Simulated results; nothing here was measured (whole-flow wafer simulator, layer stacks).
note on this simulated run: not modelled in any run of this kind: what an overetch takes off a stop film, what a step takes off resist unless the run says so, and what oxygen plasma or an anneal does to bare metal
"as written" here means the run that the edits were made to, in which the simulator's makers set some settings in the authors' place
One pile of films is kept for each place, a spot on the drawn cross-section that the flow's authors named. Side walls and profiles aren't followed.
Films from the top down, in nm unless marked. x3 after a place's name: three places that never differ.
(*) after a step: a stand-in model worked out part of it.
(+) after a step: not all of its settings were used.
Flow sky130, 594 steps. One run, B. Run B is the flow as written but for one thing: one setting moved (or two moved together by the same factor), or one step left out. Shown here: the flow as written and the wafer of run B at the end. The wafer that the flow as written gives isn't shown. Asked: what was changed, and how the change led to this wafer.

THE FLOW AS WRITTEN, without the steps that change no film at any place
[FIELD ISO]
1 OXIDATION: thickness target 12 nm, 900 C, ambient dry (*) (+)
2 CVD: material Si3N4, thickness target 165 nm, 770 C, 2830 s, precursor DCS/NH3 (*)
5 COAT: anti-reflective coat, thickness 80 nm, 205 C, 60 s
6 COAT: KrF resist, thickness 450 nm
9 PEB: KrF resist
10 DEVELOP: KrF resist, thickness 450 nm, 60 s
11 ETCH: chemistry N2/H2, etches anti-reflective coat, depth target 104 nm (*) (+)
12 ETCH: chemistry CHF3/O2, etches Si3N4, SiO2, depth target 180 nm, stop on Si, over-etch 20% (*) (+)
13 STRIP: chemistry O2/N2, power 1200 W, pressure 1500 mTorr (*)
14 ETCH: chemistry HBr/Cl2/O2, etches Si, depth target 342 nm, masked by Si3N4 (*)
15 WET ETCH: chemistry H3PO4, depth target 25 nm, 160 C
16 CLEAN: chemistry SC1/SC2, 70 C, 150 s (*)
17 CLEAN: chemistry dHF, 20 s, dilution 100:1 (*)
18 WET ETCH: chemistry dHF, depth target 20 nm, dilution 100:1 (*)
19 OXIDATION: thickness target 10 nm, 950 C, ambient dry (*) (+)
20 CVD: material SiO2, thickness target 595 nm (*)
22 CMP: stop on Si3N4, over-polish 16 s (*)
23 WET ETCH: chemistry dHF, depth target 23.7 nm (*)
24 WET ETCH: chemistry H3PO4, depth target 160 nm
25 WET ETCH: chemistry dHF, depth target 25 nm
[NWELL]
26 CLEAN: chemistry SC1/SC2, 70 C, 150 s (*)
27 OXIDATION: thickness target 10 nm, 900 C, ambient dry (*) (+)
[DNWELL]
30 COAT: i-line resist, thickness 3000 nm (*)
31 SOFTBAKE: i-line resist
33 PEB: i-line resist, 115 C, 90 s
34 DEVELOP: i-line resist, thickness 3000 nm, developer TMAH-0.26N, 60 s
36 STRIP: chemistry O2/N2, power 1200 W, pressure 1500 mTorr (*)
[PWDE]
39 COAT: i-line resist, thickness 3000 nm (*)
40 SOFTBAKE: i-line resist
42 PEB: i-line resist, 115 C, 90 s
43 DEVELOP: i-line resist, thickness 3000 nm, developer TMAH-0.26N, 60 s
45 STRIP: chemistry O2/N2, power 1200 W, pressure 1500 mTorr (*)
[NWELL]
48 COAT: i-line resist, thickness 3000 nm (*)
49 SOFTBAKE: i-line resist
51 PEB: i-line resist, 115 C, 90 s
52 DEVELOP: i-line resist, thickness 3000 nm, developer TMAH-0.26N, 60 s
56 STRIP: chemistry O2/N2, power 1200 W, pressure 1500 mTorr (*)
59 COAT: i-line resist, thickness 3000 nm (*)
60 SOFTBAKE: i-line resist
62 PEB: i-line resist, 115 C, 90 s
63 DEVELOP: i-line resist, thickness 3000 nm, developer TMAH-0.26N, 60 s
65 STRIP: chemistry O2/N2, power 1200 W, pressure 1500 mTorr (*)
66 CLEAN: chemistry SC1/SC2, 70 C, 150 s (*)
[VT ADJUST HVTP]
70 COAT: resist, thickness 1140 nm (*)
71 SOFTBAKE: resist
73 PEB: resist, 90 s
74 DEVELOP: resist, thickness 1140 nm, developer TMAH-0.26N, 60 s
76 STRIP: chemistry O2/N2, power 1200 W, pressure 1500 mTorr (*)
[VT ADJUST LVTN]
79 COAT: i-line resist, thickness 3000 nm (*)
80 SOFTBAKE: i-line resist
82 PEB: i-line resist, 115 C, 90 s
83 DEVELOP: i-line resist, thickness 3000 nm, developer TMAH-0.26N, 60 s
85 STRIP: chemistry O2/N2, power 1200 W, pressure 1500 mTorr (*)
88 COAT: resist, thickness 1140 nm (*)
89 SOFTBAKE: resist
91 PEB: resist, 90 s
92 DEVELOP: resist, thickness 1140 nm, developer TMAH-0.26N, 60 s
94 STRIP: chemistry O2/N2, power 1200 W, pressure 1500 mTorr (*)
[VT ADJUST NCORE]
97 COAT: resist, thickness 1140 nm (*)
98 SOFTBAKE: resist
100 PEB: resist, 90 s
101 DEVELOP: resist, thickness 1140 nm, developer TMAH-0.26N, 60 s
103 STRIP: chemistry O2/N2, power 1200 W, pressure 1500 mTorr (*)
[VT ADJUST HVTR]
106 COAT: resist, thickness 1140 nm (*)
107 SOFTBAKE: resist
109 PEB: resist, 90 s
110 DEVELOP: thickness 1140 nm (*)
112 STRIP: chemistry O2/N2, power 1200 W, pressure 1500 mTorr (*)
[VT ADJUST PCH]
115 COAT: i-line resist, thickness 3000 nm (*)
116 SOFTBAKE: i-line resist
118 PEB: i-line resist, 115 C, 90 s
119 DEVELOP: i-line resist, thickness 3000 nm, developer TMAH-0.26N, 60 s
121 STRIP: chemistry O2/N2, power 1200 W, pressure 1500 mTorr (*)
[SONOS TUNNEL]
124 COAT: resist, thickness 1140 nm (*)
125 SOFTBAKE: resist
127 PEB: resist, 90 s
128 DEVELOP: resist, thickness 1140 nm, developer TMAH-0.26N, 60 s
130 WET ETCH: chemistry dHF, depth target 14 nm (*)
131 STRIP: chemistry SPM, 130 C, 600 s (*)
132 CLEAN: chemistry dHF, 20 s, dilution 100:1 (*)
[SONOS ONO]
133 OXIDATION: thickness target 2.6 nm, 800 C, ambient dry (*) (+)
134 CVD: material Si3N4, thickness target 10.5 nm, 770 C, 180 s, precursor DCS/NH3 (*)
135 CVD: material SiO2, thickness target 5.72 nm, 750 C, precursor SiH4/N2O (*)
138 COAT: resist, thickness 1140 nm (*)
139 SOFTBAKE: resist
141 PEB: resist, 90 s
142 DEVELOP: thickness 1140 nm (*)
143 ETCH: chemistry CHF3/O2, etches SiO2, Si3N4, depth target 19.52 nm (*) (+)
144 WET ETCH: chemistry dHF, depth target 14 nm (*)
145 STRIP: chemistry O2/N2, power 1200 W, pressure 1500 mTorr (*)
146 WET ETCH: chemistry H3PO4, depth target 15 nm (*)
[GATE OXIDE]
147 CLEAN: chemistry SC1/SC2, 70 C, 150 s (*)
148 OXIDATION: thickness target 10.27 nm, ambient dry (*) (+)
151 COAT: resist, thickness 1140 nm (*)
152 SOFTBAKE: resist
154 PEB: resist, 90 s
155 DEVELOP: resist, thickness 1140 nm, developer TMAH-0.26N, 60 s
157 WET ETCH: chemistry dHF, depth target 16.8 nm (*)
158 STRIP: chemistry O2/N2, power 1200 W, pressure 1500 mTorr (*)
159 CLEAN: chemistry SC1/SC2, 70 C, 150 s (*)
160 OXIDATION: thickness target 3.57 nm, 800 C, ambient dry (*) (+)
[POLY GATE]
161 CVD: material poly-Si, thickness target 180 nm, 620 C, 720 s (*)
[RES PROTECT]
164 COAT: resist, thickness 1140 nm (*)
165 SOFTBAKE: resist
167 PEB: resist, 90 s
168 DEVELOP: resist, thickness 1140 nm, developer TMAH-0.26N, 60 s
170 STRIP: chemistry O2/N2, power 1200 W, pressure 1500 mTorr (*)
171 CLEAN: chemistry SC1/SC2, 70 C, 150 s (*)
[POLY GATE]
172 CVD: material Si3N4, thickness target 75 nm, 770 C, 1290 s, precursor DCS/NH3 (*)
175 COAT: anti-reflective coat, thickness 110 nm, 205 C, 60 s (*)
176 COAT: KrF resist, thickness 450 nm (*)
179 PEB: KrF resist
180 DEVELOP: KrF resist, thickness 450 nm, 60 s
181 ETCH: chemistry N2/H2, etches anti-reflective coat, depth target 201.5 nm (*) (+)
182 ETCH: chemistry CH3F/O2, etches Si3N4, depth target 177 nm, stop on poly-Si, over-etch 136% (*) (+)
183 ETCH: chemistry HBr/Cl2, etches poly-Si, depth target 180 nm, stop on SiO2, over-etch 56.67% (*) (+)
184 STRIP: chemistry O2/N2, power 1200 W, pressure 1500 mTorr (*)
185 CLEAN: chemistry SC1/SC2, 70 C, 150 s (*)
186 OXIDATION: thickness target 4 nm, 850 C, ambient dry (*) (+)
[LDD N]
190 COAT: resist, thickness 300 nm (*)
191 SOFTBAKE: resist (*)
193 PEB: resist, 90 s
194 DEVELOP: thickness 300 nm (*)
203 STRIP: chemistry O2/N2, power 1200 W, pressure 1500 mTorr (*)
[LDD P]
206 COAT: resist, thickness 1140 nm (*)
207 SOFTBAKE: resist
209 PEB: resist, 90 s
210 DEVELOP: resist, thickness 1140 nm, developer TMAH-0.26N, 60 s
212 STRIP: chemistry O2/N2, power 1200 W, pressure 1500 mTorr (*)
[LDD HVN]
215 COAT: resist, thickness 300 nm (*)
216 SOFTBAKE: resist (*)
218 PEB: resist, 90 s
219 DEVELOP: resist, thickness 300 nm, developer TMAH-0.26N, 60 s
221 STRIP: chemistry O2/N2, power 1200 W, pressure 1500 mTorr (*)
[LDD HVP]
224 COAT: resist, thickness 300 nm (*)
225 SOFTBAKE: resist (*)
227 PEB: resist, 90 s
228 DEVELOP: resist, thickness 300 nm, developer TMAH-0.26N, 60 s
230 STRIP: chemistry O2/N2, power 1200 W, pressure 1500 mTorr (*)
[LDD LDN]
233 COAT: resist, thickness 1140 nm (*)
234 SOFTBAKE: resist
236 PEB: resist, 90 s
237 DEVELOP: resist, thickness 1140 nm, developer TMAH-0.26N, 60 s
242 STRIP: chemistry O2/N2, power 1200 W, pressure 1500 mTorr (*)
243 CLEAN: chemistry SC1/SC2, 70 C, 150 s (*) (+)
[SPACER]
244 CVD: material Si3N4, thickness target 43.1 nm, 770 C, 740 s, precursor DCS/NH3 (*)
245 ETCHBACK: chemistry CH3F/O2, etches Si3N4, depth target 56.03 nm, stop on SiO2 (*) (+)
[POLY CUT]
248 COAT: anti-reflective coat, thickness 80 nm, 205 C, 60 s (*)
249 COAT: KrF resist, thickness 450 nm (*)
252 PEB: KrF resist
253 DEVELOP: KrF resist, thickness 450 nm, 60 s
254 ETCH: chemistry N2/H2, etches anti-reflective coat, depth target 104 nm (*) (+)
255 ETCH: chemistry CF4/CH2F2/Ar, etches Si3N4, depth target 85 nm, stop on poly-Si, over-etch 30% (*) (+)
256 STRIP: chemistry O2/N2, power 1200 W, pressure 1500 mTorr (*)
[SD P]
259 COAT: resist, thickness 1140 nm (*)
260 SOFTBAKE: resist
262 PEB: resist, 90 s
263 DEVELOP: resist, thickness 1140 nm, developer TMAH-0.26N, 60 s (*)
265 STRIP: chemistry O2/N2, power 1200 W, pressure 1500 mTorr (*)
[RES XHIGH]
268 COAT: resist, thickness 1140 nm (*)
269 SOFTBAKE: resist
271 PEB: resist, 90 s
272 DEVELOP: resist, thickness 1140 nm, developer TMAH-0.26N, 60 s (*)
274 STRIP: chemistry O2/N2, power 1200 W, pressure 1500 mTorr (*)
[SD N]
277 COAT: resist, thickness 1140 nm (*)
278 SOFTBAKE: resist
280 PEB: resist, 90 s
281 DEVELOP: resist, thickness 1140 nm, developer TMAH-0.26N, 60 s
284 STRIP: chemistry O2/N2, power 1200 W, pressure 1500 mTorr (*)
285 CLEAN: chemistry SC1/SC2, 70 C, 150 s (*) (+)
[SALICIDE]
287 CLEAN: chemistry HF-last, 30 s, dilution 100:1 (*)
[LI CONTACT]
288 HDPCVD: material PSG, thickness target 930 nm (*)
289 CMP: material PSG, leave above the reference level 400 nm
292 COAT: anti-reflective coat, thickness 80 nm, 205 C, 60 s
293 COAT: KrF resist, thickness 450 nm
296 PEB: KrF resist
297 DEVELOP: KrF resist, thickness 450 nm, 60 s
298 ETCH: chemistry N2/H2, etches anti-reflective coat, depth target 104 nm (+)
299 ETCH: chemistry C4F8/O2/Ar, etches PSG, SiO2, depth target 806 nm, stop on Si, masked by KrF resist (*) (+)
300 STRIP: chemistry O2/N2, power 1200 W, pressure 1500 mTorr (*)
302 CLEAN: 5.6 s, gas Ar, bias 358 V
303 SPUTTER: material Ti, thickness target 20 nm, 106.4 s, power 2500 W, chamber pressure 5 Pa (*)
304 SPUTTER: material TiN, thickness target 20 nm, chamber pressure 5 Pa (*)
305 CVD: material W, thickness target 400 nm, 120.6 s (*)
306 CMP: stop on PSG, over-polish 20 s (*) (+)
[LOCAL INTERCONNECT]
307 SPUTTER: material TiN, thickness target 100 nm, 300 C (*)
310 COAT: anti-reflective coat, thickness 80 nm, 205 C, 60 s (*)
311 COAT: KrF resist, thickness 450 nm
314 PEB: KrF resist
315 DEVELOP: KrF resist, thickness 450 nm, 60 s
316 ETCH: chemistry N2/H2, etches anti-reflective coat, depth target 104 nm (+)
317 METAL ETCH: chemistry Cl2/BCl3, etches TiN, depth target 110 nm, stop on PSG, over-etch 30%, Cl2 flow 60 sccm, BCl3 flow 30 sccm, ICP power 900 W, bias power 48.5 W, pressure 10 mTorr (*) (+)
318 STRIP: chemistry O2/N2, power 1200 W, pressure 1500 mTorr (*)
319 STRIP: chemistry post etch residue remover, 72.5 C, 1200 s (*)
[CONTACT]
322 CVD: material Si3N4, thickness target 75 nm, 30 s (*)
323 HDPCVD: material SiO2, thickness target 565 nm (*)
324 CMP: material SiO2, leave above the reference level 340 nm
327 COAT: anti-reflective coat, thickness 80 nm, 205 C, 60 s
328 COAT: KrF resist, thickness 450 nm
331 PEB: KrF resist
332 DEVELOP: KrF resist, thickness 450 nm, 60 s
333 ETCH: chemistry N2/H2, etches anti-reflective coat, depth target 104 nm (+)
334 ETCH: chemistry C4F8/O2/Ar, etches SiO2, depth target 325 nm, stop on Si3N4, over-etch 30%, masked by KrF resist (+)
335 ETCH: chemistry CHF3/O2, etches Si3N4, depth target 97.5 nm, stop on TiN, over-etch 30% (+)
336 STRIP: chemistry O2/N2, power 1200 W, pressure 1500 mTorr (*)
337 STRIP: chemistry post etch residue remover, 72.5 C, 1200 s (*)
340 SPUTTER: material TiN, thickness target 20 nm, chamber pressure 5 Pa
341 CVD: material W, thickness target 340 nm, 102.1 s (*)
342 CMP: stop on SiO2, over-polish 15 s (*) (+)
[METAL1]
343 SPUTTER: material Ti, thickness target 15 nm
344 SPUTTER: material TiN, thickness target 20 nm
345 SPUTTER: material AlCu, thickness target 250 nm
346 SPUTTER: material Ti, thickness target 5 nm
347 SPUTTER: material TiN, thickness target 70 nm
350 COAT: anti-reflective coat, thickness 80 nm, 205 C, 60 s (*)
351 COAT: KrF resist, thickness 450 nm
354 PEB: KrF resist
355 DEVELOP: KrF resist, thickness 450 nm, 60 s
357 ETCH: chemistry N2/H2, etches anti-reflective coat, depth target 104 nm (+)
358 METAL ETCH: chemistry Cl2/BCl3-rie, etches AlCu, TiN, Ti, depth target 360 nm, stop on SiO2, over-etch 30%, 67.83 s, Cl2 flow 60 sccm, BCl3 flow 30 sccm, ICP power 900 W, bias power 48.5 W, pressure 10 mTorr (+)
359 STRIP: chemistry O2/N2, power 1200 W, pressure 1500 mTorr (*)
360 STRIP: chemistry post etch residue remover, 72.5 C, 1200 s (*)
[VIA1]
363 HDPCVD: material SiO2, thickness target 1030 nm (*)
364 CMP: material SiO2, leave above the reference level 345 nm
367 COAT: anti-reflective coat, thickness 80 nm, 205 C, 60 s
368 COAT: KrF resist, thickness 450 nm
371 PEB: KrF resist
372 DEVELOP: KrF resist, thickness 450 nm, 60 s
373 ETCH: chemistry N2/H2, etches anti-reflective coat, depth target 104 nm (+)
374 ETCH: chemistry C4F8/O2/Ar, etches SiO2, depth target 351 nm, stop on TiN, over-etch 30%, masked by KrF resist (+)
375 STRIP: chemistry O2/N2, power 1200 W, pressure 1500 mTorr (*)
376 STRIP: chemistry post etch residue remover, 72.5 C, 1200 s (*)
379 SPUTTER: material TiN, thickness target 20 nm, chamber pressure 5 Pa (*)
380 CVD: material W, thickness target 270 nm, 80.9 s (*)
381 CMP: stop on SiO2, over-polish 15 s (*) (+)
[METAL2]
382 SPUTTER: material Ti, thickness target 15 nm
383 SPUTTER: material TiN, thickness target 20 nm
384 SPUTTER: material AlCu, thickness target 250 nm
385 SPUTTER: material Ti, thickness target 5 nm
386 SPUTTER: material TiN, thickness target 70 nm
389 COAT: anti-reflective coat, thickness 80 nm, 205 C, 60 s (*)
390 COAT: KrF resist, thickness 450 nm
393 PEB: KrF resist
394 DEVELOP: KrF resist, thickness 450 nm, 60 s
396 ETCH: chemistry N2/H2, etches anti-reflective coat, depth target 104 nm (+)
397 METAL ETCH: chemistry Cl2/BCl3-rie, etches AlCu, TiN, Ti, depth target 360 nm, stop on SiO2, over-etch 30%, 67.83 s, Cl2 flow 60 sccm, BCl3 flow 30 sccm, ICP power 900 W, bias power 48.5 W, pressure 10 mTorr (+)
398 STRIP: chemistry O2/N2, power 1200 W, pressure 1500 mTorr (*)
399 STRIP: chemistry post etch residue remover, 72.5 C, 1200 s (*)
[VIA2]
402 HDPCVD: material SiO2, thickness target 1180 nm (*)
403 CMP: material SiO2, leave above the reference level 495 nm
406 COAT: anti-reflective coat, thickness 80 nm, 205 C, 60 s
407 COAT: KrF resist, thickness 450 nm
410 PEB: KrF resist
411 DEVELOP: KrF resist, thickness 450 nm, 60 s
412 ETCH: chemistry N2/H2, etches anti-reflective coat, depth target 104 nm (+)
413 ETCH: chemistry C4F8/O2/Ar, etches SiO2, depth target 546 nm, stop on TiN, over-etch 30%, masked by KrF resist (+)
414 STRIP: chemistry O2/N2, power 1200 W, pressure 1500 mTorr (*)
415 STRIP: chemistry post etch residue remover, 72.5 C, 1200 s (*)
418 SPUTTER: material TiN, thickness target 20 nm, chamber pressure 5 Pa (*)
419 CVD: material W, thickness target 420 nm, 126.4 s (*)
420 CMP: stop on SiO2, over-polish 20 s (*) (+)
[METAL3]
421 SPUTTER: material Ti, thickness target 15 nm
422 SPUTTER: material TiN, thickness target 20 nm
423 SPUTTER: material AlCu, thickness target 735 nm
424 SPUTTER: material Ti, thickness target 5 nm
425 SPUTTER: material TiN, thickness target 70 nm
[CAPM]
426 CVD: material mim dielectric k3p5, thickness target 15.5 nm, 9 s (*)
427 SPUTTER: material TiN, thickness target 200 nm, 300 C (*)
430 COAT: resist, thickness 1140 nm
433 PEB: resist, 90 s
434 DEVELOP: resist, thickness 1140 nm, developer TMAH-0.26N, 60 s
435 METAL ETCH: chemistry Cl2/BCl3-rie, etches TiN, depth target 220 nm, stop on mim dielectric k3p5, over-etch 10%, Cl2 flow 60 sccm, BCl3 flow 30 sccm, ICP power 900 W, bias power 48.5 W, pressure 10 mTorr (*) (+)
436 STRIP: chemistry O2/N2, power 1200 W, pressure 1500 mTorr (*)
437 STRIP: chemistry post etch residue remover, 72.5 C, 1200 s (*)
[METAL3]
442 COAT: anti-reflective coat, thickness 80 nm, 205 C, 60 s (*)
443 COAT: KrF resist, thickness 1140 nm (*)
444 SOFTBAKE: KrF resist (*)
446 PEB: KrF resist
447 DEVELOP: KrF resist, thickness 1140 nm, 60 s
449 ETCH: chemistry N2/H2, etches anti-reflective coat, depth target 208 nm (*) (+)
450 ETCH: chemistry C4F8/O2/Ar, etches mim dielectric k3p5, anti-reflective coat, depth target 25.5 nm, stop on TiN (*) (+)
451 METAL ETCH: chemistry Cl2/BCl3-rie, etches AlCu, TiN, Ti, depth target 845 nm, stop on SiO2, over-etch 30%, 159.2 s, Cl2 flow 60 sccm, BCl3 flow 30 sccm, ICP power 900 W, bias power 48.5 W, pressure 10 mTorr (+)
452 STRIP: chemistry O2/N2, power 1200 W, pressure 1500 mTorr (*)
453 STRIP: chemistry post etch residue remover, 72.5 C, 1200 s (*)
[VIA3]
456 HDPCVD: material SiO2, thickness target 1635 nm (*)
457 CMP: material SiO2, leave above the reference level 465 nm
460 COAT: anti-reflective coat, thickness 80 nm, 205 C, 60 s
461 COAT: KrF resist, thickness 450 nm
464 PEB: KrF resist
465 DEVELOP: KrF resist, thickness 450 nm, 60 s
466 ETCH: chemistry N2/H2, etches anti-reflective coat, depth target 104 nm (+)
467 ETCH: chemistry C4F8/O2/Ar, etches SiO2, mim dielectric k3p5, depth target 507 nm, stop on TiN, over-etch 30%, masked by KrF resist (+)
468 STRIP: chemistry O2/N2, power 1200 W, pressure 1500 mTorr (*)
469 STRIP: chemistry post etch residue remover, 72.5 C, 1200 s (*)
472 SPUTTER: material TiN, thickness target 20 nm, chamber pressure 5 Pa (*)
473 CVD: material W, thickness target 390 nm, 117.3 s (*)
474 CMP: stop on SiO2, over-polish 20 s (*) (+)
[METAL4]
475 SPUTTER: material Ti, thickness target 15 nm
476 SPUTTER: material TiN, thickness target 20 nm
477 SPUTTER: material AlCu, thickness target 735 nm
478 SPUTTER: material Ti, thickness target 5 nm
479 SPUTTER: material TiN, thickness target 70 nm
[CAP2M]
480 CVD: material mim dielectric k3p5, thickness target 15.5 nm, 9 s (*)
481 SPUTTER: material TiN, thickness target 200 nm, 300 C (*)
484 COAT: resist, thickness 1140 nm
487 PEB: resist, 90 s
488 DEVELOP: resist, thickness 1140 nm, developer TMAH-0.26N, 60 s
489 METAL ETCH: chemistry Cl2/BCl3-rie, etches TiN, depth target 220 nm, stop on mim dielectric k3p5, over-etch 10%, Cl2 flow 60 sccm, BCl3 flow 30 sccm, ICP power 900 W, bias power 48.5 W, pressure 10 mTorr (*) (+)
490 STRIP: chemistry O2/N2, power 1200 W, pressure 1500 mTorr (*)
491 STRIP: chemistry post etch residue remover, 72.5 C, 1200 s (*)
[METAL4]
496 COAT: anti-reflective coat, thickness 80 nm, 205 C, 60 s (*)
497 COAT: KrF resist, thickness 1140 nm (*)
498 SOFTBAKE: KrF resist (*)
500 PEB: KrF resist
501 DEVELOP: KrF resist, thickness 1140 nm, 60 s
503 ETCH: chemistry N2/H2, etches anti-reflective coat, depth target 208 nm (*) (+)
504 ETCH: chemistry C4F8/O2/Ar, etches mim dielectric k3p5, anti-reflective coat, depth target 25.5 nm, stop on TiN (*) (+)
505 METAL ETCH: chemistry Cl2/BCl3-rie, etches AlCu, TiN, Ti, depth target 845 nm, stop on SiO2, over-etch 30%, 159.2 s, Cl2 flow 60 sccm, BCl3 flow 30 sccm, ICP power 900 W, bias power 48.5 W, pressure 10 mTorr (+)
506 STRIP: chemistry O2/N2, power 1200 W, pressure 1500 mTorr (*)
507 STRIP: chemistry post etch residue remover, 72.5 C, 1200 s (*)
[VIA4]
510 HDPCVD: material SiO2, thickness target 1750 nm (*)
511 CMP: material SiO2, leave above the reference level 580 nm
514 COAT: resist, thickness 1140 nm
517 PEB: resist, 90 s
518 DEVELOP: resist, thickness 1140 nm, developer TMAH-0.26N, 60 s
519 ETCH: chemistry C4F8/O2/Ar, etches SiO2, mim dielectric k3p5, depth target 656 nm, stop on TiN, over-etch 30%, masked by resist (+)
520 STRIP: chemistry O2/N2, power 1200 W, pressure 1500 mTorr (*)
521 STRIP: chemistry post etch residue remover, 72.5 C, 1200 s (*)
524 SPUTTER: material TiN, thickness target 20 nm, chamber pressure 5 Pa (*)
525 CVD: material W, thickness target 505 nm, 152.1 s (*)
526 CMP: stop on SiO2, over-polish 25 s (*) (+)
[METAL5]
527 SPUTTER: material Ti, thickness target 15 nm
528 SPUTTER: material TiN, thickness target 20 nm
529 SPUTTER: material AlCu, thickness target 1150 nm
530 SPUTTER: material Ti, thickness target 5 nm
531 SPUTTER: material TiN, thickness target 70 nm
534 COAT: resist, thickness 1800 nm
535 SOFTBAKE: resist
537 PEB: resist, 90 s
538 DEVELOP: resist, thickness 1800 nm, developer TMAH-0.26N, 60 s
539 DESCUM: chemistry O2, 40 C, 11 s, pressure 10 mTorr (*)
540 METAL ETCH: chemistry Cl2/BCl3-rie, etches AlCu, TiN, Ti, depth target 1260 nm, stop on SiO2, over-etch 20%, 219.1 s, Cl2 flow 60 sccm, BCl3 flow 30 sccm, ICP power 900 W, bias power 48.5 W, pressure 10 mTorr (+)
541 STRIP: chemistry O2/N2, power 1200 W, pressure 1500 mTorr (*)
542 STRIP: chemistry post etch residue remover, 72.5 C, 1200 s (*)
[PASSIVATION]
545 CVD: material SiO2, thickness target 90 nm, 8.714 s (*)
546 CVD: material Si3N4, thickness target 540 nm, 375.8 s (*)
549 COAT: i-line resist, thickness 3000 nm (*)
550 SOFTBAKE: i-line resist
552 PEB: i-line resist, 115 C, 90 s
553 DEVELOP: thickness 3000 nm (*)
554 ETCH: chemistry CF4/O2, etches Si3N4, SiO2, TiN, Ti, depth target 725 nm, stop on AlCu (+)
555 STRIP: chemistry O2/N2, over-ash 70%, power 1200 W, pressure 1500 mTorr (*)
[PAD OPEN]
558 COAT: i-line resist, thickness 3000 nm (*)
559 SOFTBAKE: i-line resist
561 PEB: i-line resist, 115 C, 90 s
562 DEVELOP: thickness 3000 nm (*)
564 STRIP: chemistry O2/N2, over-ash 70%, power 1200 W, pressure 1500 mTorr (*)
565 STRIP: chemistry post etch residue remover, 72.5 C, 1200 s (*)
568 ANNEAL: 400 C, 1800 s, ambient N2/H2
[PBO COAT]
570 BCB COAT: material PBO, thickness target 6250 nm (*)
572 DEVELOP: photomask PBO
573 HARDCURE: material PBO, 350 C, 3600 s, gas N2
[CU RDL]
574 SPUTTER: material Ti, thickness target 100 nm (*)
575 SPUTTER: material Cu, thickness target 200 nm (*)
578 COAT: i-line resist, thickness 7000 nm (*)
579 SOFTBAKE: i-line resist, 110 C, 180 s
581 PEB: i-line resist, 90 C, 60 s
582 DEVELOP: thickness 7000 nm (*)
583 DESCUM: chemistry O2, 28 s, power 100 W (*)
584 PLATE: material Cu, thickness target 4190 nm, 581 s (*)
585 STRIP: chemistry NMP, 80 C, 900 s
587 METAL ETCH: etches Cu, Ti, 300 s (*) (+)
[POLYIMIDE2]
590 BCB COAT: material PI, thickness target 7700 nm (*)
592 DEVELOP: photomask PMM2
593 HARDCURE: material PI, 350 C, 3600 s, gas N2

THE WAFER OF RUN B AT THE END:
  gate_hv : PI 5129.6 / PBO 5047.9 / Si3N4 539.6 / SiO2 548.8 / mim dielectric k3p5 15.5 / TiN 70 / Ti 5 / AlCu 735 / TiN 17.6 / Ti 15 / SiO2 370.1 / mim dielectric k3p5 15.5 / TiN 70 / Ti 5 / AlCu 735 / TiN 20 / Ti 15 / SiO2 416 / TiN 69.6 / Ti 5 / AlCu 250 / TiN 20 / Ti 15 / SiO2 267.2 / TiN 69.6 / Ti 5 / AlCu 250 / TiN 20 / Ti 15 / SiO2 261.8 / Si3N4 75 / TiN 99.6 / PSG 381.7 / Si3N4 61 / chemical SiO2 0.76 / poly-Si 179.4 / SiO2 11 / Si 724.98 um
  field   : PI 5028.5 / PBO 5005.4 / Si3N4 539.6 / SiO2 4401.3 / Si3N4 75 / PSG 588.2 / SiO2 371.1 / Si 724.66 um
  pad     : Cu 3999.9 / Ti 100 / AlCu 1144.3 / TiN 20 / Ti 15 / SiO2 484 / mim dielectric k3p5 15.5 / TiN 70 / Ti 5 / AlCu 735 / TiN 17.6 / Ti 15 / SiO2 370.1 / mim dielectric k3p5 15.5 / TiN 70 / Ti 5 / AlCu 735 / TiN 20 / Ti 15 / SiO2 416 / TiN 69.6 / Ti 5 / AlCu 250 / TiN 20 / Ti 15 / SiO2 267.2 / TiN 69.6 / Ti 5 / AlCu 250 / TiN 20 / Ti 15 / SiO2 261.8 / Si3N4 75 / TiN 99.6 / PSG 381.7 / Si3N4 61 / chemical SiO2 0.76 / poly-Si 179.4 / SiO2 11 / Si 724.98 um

The cause: step 476, SPUTTER: thickness target 17.6 nm was run, where the flow has thickness target 20 nm.
It can be read off the wafer: gate_hv has TiN 17.6, and step 476 as written asks for 20 nm.

How the change led to this, step by step:
  476 SPUTTER: material TiN, thickness target 20 nm
      field, active, n_well and 189 more: TiN +17.6 (new film) (as written it would be: TiN +20 (new film))
  505 METAL ETCH: chemistry Cl2/BCl3-rie, etches AlCu, TiN, Ti, depth target 845 nm, stop on SiO2, over-etch 30%, 159.2 s, Cl2 flow 60 sccm, BCl3 flow 30 sccm, ICP power 900 W, bias power 48.5 W, pressure 10 mTorr (+)
      field, active, gate and 70 more: TiN -70 (all of it), Ti -5 (all of it), AlCu -735 (all of it), TiN -17.6 (all of it), Ti -15 (all of it), SiO2 -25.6 (as written it would be: TiN -70 (all of it), Ti -5 (all of it), AlCu -735 (all of it), TiN -20 (all of it), Ti -15 (all of it), SiO2 -25.4)
      vpp_iso1, mim_edge_plate, m1_ln and 12 more: TiN -70 (all of it), Ti -5 (all of it), AlCu -735 (all of it), TiN -17.6 (all of it), Ti -15 (all of it), SiO2 -25.6 (as written it would be: TiN -70 (all of it), Ti -5 (all of it), AlCu -735 (all of it), TiN -20 (all of it), Ti -15 (all of it), SiO2 -25.3)
